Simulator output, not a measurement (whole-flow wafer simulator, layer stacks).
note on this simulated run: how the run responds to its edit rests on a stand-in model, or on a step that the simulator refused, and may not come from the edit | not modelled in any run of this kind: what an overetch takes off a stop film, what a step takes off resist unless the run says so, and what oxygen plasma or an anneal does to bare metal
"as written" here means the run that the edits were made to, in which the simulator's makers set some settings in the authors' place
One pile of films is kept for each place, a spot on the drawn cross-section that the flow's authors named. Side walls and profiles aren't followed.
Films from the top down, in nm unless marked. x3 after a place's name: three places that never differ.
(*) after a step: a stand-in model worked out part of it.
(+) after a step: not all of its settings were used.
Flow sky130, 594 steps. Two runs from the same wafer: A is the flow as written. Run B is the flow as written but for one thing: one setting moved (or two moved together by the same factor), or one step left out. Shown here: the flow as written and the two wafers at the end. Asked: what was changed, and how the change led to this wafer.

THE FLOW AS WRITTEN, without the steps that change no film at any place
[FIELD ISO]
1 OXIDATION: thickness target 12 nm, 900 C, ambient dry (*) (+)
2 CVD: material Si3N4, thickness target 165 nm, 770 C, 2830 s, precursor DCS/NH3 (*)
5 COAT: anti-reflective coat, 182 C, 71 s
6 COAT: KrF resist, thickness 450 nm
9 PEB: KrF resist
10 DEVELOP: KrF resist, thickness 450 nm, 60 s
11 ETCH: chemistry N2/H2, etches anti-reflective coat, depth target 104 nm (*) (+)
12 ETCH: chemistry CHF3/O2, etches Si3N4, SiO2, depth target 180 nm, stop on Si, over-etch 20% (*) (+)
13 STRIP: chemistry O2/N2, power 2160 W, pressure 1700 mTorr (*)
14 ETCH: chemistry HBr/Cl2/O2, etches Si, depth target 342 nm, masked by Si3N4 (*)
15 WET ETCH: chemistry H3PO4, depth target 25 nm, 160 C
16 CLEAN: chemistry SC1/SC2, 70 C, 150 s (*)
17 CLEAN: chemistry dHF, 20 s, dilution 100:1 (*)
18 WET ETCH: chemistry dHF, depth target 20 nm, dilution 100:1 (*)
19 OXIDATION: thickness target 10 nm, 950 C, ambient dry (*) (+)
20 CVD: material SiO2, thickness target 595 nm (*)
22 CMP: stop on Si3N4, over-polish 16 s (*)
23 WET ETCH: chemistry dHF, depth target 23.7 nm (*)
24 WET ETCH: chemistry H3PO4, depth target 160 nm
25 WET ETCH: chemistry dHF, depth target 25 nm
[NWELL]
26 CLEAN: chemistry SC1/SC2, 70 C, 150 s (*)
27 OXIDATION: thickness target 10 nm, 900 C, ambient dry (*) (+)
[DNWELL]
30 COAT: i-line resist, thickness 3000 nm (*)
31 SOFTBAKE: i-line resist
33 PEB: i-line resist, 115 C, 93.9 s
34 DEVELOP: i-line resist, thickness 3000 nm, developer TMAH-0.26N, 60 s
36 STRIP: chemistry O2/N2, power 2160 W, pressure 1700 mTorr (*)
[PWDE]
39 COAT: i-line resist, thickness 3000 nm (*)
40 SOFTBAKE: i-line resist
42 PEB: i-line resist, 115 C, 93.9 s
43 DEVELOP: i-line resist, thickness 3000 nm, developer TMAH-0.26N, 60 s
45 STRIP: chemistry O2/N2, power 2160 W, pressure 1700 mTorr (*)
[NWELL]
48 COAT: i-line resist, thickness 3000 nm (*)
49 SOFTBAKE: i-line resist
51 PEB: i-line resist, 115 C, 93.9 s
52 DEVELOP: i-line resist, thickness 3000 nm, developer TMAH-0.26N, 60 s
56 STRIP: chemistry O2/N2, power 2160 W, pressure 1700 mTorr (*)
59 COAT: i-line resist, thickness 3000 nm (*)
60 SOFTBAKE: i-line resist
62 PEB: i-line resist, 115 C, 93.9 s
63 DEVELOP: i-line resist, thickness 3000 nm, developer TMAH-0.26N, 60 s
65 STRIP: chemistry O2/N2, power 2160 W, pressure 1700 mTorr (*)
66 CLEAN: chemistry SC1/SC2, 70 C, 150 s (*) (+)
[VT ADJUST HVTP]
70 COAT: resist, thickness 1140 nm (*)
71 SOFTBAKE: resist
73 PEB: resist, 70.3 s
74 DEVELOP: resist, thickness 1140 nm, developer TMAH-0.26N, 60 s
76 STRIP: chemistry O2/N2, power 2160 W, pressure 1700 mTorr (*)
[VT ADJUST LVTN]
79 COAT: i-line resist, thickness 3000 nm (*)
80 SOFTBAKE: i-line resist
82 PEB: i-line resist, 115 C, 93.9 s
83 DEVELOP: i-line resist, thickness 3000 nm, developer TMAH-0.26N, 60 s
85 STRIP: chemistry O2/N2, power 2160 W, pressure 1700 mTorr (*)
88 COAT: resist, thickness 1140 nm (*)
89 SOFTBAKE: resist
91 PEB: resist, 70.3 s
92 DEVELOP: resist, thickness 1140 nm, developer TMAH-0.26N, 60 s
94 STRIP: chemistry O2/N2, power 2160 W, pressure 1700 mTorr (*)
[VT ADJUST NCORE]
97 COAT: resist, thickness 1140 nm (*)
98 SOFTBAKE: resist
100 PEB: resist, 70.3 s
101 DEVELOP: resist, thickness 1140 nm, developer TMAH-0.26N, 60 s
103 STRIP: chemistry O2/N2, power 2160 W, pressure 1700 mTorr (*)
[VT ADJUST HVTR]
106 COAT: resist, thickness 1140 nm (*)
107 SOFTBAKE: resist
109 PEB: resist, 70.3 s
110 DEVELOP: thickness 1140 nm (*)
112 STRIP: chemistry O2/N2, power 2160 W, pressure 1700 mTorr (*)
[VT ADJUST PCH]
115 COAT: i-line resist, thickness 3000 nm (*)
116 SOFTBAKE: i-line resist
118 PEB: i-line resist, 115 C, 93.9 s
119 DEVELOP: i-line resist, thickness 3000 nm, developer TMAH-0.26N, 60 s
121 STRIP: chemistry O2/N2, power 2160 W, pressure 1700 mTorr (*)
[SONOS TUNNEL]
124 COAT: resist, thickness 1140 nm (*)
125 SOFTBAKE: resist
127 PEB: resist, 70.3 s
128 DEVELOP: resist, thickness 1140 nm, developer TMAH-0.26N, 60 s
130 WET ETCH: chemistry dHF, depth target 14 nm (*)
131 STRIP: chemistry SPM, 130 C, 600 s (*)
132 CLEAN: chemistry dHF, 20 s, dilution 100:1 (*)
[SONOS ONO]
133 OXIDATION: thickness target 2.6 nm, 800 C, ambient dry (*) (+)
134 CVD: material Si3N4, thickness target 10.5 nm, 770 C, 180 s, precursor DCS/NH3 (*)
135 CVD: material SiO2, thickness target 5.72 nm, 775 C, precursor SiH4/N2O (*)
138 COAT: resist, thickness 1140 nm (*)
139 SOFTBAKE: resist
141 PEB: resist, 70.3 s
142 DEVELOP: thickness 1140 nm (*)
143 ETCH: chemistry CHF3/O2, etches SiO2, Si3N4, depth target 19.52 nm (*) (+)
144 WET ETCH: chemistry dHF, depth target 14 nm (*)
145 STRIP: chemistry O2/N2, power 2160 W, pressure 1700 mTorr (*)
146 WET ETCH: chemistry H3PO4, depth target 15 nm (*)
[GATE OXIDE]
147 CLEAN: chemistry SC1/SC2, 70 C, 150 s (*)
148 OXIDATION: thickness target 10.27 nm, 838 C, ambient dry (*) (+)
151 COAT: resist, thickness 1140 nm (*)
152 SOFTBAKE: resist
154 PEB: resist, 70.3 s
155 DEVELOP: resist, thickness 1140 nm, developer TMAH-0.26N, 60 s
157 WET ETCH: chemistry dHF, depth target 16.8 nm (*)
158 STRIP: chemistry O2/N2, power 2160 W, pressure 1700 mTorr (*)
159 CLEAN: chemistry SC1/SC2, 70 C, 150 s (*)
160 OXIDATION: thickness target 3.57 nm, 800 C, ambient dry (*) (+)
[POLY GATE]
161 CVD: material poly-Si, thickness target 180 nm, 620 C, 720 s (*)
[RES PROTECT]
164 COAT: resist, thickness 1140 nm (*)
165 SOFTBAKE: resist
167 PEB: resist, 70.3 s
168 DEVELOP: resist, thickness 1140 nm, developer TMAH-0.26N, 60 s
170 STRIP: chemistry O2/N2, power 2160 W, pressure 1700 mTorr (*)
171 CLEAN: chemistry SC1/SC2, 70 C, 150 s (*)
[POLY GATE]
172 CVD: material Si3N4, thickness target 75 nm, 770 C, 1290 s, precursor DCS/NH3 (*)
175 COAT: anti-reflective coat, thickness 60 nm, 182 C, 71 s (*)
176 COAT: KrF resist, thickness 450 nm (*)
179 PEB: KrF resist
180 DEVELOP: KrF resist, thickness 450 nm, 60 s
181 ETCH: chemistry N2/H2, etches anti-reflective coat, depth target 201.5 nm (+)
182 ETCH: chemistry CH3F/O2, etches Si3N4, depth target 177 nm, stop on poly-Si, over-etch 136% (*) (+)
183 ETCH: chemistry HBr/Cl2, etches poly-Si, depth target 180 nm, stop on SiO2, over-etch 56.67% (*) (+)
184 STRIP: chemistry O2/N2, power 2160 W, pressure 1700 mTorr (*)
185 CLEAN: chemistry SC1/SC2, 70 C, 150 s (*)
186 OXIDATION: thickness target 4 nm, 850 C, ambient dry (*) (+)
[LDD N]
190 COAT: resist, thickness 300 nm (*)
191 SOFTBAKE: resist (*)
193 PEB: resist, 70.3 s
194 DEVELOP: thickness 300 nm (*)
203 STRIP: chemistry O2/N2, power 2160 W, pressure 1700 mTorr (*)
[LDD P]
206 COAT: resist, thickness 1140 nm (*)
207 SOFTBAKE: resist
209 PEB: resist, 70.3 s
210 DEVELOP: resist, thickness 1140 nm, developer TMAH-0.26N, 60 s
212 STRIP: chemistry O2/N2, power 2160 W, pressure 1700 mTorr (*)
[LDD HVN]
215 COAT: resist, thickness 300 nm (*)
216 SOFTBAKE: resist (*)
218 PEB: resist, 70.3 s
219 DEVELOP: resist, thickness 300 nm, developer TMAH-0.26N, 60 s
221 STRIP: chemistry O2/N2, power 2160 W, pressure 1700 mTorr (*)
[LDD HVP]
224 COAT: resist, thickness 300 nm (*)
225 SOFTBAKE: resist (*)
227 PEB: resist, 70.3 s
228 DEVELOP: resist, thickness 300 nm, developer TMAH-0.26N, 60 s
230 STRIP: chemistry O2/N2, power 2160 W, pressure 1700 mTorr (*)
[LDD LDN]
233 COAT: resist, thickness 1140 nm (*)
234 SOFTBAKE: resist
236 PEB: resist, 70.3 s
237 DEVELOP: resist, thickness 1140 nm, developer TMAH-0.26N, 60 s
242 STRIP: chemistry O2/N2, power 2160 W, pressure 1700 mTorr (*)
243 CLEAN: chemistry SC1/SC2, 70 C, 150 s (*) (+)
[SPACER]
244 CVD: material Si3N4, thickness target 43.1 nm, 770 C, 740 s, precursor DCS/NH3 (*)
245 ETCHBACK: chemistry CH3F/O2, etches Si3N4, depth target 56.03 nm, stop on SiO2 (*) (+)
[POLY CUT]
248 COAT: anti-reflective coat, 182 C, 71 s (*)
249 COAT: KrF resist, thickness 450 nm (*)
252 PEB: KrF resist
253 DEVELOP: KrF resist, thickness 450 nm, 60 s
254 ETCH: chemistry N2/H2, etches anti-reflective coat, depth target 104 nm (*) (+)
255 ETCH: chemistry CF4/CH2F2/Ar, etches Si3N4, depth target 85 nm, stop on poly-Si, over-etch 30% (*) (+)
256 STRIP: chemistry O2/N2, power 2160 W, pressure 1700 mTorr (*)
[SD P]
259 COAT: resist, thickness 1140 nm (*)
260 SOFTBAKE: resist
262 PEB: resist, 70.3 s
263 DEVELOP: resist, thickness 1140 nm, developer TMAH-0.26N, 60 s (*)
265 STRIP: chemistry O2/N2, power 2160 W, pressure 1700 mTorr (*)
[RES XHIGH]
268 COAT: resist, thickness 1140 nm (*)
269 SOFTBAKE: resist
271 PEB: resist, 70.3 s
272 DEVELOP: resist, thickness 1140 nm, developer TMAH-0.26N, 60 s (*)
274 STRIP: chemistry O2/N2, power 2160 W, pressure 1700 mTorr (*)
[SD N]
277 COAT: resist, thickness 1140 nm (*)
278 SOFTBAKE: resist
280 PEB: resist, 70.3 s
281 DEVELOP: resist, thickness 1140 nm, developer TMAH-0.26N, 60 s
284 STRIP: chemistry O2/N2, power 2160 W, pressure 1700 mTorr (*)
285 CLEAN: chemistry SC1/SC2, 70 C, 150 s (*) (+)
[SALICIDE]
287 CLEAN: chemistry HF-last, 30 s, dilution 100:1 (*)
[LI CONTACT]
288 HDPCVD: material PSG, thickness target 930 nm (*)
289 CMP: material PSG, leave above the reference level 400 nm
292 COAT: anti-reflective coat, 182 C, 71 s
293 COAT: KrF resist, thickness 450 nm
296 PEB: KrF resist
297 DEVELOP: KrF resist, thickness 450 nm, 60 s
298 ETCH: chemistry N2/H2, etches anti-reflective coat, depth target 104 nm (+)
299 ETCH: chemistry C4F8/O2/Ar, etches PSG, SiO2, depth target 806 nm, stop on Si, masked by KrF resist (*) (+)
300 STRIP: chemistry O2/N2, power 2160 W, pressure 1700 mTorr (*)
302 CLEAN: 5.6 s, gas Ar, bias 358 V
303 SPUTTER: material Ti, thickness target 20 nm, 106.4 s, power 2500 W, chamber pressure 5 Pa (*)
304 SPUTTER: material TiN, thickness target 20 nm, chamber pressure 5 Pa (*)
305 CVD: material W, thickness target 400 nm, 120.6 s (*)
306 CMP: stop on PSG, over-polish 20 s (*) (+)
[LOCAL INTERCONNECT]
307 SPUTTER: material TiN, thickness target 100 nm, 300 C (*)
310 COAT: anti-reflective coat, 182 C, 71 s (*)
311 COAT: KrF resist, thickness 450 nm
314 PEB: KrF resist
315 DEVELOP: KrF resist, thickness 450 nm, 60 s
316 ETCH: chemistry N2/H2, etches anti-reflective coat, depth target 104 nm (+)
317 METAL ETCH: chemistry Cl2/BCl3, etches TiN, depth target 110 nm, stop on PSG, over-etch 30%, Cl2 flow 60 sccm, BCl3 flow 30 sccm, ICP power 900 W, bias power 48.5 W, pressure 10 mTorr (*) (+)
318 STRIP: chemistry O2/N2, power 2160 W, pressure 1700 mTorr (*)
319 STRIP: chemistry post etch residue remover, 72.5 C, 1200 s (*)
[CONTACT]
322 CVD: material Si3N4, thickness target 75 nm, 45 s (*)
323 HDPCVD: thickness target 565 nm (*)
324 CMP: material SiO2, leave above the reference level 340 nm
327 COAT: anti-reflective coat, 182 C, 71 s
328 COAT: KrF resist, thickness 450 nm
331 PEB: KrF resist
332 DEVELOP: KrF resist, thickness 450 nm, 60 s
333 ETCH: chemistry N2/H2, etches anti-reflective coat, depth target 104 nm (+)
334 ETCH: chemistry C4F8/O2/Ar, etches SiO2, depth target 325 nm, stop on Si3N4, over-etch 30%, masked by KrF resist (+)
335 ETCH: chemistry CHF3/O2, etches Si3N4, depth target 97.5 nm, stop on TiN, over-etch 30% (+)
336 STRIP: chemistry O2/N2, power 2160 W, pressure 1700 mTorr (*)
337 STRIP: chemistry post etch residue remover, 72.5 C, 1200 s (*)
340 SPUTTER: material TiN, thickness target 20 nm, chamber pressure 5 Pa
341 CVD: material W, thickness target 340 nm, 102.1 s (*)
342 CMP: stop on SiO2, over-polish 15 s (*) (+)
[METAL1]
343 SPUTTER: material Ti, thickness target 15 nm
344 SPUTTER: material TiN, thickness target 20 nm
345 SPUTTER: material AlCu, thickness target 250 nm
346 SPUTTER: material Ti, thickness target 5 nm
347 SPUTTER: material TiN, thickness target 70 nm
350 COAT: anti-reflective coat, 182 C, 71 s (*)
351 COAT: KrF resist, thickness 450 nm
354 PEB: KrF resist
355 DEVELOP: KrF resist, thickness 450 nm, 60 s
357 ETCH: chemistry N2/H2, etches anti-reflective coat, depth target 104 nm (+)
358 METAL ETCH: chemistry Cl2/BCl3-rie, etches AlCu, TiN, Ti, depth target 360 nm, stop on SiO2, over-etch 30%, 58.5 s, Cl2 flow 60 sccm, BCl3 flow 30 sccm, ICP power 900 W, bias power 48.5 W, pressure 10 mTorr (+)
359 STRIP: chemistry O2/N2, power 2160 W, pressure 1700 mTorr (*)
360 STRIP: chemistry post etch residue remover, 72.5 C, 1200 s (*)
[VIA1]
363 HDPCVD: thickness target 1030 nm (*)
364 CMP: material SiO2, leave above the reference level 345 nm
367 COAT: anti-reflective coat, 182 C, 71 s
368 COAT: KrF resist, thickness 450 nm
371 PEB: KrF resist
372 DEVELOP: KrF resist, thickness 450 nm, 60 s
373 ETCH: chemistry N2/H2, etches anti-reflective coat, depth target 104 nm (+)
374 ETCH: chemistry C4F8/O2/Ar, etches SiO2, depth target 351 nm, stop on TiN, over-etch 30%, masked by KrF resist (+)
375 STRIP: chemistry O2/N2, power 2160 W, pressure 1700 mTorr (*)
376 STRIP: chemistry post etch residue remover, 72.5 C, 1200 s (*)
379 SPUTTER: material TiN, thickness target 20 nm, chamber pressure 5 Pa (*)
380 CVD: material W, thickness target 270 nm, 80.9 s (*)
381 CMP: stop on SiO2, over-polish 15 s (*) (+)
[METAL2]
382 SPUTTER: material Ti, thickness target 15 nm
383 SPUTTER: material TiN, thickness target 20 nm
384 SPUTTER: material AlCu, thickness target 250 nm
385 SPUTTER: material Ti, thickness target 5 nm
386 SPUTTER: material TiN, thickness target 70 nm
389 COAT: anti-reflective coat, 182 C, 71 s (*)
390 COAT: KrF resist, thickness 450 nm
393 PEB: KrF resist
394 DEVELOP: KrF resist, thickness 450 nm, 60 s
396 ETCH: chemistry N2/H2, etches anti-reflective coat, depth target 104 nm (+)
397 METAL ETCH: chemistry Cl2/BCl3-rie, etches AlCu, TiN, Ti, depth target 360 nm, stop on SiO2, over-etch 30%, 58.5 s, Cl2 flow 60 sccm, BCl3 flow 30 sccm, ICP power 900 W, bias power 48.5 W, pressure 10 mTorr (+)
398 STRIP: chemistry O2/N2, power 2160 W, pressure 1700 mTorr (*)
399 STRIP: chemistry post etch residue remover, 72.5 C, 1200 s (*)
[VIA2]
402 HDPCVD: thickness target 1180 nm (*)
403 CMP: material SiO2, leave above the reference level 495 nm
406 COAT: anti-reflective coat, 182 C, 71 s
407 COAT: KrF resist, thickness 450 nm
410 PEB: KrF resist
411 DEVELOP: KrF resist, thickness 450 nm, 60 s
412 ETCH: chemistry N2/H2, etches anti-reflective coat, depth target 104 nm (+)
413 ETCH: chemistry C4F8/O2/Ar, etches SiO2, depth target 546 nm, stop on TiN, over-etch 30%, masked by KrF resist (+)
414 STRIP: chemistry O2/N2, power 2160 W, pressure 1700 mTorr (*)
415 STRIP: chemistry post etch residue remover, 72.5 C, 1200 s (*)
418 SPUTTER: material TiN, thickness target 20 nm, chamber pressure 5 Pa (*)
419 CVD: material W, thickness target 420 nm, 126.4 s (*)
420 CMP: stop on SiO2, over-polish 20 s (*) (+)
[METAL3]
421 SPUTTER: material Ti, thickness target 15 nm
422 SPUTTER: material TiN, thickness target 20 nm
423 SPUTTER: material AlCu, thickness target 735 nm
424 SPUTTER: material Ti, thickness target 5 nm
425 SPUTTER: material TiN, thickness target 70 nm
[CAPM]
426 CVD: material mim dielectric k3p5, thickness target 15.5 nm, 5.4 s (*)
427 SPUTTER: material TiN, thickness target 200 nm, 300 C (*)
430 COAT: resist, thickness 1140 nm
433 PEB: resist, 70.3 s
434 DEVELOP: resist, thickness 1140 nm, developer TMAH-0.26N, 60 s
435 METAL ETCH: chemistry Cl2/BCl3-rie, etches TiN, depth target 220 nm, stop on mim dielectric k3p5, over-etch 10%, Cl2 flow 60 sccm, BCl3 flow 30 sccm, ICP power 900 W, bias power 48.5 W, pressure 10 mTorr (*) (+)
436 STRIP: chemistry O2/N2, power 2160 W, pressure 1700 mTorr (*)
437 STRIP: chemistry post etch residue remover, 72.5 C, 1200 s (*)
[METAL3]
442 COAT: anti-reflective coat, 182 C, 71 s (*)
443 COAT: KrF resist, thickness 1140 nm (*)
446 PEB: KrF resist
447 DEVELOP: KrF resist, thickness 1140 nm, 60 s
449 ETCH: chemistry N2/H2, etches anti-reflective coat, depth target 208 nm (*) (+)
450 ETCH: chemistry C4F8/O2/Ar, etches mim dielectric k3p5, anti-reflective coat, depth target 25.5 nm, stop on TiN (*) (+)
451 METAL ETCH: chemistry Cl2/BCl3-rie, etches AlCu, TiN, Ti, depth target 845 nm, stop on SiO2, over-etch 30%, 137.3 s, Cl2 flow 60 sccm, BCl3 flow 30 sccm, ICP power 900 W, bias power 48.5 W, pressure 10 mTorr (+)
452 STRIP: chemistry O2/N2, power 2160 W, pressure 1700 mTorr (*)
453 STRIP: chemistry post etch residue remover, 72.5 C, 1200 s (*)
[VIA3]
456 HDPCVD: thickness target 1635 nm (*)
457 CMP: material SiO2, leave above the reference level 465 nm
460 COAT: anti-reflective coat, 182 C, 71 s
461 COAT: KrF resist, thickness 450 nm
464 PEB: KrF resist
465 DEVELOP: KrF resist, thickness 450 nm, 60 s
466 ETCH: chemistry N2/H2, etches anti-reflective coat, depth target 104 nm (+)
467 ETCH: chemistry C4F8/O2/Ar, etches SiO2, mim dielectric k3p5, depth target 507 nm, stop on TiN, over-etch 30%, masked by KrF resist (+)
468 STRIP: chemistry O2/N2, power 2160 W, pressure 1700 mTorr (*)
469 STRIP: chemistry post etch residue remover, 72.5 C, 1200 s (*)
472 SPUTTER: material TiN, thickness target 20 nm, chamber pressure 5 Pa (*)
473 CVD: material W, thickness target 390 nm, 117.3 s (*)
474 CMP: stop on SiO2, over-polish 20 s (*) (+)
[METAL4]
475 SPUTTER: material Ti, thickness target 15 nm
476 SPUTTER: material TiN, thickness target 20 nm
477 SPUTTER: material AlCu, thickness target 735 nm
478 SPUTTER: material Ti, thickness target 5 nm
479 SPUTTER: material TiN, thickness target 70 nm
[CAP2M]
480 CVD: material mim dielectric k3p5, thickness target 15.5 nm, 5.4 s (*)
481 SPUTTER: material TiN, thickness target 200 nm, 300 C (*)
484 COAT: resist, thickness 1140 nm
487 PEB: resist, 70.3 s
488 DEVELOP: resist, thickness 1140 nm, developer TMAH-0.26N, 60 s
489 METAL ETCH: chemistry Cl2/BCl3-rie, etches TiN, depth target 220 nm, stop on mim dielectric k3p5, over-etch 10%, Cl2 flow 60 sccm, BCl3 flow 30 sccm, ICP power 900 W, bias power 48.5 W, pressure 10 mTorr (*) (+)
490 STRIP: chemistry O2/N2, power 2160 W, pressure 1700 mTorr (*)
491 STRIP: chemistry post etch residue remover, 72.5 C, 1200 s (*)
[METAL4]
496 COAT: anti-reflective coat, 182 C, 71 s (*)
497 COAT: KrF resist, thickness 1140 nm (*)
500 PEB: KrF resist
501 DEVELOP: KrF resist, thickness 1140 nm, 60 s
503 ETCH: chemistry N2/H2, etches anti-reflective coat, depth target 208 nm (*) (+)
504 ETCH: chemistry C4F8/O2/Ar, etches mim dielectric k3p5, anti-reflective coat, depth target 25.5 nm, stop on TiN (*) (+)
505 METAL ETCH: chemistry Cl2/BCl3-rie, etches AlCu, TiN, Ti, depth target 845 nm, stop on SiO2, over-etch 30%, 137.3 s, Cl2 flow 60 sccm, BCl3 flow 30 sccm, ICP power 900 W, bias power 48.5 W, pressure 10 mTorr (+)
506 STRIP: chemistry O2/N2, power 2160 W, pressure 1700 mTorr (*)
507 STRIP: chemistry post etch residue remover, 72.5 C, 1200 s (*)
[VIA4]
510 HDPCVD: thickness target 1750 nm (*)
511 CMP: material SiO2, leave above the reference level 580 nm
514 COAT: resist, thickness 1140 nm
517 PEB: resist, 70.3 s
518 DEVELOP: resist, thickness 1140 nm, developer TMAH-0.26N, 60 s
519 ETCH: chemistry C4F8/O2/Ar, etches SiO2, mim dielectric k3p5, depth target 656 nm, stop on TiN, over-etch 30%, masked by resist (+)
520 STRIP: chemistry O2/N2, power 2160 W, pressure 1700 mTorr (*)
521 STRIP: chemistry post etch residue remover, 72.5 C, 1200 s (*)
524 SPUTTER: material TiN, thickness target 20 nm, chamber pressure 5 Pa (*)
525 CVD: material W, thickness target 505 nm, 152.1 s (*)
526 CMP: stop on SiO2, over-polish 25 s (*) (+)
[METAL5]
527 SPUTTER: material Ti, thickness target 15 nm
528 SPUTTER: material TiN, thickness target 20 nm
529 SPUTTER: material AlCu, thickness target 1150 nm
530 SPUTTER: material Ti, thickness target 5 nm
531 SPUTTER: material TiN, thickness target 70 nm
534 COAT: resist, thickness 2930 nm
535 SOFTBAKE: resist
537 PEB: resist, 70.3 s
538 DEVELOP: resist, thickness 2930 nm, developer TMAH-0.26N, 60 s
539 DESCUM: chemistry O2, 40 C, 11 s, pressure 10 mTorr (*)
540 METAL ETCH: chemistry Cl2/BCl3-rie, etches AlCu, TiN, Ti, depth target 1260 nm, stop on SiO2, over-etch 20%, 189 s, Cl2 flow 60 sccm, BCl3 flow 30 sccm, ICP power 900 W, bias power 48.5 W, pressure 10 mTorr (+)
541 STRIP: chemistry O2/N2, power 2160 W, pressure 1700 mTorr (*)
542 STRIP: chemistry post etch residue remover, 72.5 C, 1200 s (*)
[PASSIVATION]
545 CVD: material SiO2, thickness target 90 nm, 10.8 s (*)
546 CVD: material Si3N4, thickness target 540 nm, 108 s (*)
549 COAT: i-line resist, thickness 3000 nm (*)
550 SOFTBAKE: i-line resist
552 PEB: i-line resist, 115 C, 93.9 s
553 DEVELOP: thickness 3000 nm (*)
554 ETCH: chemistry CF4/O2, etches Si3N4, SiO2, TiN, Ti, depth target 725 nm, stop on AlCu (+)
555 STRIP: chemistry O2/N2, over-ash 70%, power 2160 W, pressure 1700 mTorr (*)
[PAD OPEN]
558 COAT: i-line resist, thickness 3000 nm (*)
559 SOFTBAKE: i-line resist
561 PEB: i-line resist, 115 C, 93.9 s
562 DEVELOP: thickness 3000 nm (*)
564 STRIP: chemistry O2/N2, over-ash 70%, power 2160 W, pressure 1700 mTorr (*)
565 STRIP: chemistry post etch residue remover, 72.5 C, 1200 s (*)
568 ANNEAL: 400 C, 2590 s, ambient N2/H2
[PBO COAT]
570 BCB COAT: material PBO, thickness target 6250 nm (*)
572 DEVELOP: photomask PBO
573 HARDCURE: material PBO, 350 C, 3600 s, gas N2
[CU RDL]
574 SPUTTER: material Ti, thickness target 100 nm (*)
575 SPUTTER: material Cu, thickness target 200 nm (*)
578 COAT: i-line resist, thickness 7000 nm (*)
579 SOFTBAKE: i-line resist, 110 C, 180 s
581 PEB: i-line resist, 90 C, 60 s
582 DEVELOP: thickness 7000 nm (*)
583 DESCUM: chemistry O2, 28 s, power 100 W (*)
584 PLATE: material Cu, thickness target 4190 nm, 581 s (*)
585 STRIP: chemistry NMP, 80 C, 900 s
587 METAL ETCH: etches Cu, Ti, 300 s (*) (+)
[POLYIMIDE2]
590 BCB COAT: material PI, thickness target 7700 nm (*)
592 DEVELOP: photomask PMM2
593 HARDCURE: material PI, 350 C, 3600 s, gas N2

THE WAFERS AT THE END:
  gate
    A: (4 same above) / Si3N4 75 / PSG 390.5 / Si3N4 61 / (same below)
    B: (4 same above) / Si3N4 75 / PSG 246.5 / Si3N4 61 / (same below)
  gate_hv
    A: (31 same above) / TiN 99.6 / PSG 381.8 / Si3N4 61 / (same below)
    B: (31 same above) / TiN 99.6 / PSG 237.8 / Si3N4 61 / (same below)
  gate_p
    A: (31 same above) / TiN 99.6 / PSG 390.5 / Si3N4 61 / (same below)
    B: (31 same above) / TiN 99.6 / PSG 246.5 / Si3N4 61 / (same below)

The cause: step 289, CMP: leave above the reference level 256 nm was run, where the flow has leave above the reference level 400 nm.

How the change led to this, step by step:
  289 CMP: material PSG, leave above the reference level 400 nm
      gate, spacer, gate_p and 34 more: A PSG -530 | B PSG -674
      mim, vpp_sp, vpp_ln and 30 more: A PSG -333.9 | B PSG -477.9
      (and at 122 more places)
  299 ETCH: chemistry C4F8/O2/Ar, etches PSG, SiO2, depth target 806 nm, stop on Si, masked by KrF resist (*) (+)
      field, active, n_well and 184 more: A KrF resist -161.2 | B KrF resist -150.2
      contact, ndiff_licon, ndiff_licon_cpp: A PSG -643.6 (all of it), SiO2 -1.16 (all of it) | B PSG -499.6 (all of it), SiO2 -1.16 (all of it)
      (and at 2 more places)
  300 STRIP: chemistry O2/N2, power 2160 W, pressure 1700 mTorr (*)
      field, active, n_well and 184 more: A KrF resist -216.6 (all of it), anti-reflective coat -80 (all of it) | B KrF resist -227.6 (all of it), anti-reflective coat -80 (all of it)
  303 SPUTTER: material Ti, thickness target 20 nm, 106.4 s, power 2500 W, chamber pressure 5 Pa (*)
      ndiff_licon: A Ti +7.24 (new film) | B Ti +9.11 (new film)
      ndiff_licon_cpp: A Ti +6.53 (new film) | B Ti +8.19 (new film)
      (and at 1 more place)
  304 SPUTTER: material TiN, thickness target 20 nm, chamber pressure 5 Pa (*)
      ndiff_licon: A TiN +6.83 (new film) | B TiN +8.68 (new film)
      ndiff_licon_cpp: A TiN +6.17 (new film) | B TiN +7.82 (new film)
      (and at 1 more place)
  305 CVD: material W, thickness target 400 nm, 120.6 s (*)
      ndiff_licon: A W +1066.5 (new film) | B W +918.8 (new film)
      ndiff_licon_cpp: A W +1067.9 (new film) | B W +920.6 (new film)
      (and at 1 more place)
  306 CMP: stop on PSG, over-polish 20 s (*) (+)
      poly_licon: A W -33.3 | B W -177.3
